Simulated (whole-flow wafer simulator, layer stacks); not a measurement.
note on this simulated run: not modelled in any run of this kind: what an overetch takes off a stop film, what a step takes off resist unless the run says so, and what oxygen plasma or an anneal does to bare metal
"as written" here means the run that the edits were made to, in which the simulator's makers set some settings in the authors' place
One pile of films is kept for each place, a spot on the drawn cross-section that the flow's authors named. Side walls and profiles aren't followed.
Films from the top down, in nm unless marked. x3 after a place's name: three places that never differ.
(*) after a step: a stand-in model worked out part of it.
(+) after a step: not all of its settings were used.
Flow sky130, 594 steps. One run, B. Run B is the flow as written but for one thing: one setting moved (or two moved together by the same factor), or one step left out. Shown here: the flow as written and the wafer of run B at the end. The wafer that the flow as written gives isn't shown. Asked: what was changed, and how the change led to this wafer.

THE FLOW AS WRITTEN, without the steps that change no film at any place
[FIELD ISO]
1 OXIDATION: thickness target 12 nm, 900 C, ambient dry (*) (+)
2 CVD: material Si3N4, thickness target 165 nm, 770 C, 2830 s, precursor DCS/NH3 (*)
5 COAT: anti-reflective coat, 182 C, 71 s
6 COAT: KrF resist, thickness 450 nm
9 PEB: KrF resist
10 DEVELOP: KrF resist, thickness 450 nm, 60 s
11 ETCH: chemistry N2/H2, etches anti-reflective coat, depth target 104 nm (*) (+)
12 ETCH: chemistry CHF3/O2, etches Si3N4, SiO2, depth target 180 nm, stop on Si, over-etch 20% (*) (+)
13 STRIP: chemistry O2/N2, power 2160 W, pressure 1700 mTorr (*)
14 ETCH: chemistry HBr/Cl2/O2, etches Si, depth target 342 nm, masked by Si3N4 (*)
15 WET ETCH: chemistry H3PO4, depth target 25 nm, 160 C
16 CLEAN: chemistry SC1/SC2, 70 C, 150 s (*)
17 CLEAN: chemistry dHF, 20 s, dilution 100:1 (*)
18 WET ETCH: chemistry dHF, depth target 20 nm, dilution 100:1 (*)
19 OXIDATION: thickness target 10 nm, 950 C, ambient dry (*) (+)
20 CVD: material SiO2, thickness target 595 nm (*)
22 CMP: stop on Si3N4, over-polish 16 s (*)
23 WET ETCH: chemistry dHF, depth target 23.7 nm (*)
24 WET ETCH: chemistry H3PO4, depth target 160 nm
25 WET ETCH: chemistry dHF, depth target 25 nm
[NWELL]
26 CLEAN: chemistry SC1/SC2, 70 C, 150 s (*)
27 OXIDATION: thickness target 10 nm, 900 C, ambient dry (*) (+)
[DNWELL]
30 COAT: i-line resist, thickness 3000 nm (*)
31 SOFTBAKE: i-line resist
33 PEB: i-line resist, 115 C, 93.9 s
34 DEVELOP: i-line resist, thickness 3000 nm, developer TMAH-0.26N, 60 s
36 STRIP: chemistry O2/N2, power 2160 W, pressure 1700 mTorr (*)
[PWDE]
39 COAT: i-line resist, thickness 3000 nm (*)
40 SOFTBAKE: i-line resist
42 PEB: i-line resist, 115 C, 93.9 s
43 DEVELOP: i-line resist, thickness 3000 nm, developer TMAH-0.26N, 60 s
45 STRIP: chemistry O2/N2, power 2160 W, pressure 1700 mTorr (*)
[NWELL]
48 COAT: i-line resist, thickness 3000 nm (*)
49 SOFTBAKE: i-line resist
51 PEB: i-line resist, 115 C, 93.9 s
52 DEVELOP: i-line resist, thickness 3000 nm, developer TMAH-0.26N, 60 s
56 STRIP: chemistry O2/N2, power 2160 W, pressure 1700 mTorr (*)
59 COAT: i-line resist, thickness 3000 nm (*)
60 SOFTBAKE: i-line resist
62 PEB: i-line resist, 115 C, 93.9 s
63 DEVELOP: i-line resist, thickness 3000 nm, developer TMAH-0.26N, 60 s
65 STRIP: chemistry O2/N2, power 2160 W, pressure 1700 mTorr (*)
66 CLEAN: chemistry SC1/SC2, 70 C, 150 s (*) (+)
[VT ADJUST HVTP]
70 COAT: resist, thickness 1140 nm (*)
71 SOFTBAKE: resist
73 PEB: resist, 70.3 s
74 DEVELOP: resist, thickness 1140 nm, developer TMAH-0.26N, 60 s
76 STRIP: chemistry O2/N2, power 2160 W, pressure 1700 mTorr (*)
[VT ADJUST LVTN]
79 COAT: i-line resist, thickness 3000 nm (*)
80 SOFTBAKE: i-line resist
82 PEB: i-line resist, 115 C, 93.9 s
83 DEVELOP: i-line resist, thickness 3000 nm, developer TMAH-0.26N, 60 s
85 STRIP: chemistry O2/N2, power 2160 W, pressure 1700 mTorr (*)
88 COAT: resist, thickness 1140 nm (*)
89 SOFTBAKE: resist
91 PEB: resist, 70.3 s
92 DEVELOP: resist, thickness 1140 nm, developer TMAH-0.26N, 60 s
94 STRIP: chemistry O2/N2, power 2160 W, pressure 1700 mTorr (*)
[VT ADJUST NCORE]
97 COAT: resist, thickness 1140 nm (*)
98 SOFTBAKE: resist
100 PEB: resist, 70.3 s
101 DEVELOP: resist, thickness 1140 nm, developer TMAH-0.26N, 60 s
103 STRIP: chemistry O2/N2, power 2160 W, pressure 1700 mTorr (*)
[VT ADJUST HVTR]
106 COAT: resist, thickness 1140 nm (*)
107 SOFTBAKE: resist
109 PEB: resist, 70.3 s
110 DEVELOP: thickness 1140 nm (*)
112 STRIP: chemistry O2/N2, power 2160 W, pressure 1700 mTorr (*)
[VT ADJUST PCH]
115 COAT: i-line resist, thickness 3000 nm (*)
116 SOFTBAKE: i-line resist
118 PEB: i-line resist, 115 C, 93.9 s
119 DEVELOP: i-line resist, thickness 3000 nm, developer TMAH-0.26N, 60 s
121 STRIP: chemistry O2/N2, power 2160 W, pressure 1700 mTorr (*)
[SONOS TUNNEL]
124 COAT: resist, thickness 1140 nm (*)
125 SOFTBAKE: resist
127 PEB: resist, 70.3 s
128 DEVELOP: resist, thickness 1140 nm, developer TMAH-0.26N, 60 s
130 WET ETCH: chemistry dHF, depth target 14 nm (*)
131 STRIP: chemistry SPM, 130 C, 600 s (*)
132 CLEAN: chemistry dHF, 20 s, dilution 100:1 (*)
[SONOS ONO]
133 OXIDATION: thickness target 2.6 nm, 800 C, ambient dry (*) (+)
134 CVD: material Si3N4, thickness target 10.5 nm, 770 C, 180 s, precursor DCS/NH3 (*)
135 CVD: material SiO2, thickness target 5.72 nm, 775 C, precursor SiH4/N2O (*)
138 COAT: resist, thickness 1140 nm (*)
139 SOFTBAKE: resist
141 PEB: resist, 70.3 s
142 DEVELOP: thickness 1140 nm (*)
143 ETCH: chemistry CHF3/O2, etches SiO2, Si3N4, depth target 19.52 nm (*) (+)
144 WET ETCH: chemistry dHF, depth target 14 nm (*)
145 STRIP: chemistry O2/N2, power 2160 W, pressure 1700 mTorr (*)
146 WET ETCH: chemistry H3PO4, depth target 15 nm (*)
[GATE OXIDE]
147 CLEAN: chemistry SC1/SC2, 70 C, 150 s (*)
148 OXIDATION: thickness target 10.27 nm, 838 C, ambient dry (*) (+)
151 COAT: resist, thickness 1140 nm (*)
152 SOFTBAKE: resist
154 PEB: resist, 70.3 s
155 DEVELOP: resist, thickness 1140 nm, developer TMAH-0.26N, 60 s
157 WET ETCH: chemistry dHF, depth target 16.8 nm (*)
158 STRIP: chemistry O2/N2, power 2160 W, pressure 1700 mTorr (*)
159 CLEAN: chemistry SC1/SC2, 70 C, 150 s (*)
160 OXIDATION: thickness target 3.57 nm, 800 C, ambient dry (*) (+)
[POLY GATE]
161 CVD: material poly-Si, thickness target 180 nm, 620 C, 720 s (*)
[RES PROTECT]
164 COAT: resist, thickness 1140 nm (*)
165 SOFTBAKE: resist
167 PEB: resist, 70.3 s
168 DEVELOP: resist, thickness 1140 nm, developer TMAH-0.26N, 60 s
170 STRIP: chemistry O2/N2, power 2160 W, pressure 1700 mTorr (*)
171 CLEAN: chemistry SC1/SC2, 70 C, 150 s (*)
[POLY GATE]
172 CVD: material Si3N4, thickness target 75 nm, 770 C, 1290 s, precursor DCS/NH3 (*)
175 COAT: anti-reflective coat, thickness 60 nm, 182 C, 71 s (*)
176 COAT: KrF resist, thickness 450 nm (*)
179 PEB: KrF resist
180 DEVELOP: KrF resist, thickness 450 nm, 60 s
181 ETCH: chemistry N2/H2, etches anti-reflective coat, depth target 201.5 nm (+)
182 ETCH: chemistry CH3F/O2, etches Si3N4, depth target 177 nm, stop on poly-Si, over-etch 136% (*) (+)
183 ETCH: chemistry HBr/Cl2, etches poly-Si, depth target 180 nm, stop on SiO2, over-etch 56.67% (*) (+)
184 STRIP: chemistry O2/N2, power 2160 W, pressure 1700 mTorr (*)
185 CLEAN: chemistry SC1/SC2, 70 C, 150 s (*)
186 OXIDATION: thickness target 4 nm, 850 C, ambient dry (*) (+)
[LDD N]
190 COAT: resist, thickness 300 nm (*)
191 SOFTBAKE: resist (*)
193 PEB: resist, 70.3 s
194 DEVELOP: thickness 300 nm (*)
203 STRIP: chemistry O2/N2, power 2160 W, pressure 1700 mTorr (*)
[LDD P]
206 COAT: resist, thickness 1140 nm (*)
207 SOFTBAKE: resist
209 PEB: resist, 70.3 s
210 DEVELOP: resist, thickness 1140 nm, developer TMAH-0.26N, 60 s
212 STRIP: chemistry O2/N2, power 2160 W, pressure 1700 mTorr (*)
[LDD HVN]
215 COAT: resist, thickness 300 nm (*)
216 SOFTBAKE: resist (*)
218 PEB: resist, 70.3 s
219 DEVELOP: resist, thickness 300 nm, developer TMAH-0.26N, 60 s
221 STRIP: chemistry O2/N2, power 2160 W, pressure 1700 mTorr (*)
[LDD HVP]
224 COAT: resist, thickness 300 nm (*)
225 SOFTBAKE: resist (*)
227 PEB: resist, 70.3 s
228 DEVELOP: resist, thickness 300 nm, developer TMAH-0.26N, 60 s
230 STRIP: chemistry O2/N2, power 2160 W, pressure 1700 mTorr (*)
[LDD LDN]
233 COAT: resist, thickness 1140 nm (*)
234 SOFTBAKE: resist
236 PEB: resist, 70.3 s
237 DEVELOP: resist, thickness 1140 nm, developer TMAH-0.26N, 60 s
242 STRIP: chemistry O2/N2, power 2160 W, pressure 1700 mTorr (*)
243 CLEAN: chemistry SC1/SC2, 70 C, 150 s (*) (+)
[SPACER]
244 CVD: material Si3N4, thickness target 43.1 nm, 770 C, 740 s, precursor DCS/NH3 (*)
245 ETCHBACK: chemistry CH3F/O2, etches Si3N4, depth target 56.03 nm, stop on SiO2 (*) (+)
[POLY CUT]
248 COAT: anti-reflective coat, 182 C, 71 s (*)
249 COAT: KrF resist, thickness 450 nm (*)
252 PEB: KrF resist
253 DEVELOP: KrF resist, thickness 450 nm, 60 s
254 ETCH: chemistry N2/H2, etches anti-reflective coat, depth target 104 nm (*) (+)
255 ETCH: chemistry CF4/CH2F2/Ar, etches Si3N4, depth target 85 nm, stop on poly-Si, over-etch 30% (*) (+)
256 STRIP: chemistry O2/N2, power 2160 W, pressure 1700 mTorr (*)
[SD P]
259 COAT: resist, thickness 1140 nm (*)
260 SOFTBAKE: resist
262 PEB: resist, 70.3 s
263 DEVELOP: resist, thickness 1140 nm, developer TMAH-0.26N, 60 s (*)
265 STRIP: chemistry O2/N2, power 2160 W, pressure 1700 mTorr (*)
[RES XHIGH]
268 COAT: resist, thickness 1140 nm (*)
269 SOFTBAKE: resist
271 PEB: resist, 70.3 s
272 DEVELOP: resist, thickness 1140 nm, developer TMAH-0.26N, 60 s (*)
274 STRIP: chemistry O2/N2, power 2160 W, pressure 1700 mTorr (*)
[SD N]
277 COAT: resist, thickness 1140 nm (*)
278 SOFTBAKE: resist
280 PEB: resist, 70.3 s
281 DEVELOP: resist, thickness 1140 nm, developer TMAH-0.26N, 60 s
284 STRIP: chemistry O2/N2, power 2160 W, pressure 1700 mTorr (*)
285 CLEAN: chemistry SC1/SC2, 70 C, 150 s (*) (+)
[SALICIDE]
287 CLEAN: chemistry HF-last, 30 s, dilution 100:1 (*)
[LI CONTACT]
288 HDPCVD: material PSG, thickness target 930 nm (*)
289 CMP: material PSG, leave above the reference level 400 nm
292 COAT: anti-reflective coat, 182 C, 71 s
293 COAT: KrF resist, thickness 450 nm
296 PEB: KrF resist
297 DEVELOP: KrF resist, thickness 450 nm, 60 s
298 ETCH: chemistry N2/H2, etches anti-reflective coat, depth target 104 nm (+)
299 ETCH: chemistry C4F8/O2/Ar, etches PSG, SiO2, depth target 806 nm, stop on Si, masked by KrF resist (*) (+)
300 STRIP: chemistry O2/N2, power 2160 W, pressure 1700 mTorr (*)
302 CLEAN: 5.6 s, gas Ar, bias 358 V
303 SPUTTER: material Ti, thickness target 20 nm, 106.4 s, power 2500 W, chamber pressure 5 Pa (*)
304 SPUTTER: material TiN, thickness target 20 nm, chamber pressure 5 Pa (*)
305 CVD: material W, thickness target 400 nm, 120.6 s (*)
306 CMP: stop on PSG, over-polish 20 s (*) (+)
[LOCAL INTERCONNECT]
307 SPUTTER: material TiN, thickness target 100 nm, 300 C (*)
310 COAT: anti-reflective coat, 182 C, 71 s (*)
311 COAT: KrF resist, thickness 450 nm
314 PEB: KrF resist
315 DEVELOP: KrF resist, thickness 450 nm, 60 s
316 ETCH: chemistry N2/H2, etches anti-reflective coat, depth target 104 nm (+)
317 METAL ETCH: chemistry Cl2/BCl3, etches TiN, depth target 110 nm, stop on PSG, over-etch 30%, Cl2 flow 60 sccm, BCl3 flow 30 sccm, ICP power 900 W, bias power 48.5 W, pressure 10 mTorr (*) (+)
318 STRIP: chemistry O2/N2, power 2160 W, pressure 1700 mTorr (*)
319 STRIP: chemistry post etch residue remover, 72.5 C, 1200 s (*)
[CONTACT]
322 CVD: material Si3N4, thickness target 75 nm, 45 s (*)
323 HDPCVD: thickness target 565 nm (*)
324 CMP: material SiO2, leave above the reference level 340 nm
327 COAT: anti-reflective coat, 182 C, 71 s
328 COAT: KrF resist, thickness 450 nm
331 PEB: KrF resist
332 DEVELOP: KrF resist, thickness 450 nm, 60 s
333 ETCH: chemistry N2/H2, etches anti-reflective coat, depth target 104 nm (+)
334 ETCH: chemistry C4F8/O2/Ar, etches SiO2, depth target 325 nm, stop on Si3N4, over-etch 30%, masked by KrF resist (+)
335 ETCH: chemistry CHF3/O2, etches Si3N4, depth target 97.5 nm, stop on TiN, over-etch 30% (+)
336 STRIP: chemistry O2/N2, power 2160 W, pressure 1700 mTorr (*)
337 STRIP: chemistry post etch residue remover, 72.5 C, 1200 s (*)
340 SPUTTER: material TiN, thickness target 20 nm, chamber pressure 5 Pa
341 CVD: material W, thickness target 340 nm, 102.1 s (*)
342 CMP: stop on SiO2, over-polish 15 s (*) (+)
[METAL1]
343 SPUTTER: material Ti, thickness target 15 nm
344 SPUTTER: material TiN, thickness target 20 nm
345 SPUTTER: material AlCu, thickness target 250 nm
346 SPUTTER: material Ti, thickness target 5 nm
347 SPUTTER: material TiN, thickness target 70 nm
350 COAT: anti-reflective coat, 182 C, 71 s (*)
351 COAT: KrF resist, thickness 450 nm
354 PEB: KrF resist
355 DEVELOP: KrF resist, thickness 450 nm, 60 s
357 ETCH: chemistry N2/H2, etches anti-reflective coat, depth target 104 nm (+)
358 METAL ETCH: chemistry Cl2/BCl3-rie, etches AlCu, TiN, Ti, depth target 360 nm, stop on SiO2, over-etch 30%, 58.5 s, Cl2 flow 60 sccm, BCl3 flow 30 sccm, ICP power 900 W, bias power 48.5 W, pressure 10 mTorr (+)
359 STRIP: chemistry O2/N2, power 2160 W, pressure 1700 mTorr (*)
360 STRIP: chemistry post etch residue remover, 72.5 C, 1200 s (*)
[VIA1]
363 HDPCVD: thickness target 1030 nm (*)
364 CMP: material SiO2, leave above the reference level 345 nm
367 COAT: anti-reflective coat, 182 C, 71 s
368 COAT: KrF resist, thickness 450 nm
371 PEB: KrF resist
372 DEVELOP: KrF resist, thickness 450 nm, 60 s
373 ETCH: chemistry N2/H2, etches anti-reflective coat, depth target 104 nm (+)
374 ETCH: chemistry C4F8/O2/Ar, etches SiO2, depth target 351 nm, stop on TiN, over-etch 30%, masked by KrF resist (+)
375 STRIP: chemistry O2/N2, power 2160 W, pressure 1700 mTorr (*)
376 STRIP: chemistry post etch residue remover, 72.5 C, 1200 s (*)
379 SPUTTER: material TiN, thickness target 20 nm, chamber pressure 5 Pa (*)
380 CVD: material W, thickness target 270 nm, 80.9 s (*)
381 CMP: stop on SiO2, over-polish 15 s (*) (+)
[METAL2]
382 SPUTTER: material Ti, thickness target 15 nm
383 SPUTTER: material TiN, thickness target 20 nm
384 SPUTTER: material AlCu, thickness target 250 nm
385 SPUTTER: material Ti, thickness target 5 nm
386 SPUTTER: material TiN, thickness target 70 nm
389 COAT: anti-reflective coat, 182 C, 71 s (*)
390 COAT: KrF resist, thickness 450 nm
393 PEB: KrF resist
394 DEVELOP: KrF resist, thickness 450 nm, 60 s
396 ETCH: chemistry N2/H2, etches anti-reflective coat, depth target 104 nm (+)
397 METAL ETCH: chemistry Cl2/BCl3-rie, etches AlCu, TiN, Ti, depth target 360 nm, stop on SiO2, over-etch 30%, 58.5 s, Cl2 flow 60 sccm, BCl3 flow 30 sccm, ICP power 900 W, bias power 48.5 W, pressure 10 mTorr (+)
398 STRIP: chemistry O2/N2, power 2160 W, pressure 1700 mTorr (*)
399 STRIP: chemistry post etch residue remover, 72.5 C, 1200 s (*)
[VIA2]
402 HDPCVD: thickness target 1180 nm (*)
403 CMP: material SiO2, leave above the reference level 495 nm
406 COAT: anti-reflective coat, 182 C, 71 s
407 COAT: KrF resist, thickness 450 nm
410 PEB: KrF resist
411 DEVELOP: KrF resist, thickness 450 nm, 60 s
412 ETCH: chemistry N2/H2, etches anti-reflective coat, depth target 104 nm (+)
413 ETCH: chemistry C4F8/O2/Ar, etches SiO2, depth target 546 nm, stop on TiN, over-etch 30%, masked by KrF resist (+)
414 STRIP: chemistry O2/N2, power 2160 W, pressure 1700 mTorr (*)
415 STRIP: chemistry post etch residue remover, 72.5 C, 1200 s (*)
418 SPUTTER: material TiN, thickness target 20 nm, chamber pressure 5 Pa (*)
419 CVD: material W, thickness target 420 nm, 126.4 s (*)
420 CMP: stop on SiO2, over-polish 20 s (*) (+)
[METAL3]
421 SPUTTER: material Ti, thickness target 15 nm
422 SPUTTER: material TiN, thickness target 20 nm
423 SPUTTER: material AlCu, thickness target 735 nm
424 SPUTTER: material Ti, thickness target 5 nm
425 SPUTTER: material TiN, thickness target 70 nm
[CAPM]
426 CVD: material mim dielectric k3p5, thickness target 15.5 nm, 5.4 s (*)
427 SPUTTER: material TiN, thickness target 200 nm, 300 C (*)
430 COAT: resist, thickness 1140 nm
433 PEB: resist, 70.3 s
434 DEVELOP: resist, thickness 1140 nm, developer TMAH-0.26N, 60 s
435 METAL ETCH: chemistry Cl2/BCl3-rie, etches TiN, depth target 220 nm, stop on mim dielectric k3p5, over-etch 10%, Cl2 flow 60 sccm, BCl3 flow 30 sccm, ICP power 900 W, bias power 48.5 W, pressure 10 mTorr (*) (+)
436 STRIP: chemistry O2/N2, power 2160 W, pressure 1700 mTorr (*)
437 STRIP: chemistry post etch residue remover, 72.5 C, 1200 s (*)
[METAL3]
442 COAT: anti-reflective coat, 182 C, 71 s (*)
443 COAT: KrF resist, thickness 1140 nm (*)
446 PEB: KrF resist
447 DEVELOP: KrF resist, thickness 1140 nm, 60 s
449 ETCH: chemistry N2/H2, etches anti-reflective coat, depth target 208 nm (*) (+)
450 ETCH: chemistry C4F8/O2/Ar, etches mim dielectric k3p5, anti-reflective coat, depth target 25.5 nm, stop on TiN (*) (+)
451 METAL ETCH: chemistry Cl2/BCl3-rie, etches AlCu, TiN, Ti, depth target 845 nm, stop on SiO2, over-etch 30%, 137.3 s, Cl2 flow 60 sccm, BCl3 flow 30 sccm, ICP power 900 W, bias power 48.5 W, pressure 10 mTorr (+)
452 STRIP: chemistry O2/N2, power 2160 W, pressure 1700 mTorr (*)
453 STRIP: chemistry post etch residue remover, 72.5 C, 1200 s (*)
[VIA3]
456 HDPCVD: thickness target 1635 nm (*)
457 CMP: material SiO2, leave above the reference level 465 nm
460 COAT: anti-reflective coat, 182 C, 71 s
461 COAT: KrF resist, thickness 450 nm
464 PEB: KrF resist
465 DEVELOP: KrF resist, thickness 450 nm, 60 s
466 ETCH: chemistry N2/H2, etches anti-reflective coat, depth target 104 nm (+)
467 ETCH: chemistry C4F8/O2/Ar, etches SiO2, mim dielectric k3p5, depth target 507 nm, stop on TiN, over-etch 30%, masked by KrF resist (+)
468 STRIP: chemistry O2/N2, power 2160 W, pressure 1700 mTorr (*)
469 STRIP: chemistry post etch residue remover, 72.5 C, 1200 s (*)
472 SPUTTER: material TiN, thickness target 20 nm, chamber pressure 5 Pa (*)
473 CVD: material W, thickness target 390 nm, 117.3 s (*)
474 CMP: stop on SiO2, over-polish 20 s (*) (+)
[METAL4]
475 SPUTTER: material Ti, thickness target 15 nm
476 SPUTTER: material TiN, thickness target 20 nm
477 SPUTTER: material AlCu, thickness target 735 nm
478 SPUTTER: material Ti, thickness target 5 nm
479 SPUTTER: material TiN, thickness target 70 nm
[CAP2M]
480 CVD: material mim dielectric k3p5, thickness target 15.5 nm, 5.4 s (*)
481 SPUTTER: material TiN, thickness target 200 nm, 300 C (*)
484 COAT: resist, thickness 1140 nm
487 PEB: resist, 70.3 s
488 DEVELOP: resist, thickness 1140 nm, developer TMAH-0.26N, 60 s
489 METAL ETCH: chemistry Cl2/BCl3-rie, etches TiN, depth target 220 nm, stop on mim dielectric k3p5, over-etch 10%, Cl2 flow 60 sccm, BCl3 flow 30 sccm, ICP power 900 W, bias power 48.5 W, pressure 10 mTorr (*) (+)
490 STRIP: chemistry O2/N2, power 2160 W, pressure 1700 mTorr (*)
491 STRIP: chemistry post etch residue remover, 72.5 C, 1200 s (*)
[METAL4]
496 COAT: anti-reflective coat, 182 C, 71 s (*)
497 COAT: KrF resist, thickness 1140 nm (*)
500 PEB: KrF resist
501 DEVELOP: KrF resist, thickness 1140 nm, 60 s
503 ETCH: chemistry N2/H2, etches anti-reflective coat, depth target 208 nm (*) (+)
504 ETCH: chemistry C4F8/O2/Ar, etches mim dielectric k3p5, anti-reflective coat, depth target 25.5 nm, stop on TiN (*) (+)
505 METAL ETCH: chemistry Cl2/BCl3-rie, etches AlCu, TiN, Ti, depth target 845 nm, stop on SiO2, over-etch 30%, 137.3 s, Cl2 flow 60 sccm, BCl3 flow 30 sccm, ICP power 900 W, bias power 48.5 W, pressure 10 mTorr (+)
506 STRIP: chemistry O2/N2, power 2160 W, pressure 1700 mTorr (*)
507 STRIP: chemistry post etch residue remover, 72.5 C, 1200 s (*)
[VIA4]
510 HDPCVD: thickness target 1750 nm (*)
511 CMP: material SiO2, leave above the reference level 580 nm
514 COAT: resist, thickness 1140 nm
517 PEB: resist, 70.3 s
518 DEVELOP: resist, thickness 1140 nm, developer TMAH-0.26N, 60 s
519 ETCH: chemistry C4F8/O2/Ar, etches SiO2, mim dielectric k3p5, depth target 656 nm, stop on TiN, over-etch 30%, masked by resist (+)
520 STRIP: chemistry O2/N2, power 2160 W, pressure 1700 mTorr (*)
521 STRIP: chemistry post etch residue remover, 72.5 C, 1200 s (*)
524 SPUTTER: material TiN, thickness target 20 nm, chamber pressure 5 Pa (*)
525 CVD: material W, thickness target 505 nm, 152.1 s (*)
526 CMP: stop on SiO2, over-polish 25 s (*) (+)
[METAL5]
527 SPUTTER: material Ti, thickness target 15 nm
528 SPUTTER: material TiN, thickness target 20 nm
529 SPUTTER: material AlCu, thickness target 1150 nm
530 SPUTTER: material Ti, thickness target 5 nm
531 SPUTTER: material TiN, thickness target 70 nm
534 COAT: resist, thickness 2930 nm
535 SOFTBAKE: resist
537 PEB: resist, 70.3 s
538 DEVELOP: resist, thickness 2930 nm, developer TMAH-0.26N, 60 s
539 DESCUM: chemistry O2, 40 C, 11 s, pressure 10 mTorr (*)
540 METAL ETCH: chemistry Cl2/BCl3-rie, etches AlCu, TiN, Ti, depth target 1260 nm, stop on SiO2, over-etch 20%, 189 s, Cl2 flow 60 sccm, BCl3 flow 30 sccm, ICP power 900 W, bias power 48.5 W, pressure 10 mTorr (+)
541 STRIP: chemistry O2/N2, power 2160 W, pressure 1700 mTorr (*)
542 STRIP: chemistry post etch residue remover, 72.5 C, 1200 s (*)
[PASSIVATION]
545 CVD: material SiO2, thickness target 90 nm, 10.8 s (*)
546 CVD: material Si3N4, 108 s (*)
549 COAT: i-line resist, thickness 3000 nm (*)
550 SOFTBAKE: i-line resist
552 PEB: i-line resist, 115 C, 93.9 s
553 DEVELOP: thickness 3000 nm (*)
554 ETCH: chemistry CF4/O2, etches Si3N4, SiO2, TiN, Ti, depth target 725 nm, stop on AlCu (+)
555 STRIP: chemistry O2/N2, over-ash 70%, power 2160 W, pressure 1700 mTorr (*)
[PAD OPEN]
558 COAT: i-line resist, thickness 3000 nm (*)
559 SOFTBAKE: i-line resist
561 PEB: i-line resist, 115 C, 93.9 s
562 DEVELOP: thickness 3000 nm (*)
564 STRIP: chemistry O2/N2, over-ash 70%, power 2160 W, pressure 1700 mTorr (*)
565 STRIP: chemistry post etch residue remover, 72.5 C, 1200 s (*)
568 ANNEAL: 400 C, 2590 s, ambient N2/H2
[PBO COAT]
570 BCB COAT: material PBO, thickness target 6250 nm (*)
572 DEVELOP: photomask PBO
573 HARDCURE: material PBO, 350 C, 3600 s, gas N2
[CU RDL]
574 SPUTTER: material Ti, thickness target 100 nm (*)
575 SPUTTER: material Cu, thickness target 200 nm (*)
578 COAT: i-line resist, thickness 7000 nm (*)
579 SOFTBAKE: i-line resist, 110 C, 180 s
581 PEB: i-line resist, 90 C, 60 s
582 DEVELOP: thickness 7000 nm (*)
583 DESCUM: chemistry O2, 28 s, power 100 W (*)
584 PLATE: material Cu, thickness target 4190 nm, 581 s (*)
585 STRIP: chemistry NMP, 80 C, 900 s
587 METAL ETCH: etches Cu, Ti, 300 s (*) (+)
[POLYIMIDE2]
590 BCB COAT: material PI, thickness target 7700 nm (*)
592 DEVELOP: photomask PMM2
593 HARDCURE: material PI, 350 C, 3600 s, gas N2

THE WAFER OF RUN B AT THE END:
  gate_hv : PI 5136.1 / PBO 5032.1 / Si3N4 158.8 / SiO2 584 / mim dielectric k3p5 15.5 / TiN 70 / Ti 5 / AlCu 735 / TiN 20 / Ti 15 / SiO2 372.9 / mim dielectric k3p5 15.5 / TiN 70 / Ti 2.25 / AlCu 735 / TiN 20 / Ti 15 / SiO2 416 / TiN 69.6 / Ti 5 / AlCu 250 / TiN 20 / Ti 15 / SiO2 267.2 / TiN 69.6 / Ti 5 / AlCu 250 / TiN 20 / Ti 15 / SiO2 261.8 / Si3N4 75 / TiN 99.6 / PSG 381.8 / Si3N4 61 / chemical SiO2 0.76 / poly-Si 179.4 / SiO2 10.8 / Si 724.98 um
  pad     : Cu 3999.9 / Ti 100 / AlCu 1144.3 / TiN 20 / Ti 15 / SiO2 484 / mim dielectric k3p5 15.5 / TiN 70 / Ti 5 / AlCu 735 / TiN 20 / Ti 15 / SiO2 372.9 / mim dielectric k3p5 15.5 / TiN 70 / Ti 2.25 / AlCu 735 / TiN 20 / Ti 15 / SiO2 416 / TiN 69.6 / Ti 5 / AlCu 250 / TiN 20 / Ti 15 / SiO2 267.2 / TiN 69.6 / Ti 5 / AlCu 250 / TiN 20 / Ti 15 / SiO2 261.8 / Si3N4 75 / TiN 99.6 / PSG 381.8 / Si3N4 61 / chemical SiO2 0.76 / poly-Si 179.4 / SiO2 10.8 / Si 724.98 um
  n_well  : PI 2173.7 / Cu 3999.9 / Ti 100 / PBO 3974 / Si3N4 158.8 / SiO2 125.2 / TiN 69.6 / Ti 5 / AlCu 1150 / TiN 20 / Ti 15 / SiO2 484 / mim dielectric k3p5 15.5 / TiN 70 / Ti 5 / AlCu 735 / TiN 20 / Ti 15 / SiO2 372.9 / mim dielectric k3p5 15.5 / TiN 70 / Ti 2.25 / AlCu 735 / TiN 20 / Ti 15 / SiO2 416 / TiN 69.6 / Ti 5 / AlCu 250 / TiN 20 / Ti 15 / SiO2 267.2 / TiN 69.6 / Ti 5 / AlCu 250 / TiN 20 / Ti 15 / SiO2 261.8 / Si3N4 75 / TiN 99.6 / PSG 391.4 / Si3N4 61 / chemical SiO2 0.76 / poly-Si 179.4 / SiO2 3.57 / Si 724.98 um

The cause: step 424, SPUTTER: thickness target 2.25 nm was run, where the flow has thickness target 5 nm.
It can be read off the wafer: gate_hv has Ti 2.25, and step 424 as written asks for 5 nm.

How the change led to this, step by step:
  424 SPUTTER: material Ti, thickness target 5 nm
      field, active, n_well and 188 more: Ti +2.25 (new film) (as written it would be: Ti +5 (new film))
  451 METAL ETCH: chemistry Cl2/BCl3-rie, etches AlCu, TiN, Ti, depth target 845 nm, stop on SiO2, over-etch 30%, 137.3 s, Cl2 flow 60 sccm, BCl3 flow 30 sccm, ICP power 900 W, bias power 48.5 W, pressure 10 mTorr (+)
      field, gate, spacer and 68 more: TiN -70 (all of it), Ti -2.25 (all of it), AlCu -735 (all of it), TiN -20 (all of it), Ti -15 (all of it), SiO2 -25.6 (as written it would be: TiN -70 (all of it), Ti -5 (all of it), AlCu -735 (all of it), TiN -20 (all of it), Ti -15 (all of it), SiO2 -25.4)
      active, vpp_ln, vpp_iso2 and 11 more: TiN -70 (all of it), Ti -2.25 (all of it), AlCu -735 (all of it), TiN -20 (all of it), Ti -15 (all of it), SiO2 -25.6 (as written it would be: TiN -70 (all of it), Ti -5 (all of it), AlCu -735 (all of it), TiN -20 (all of it), Ti -15 (all of it), SiO2 -25.3)
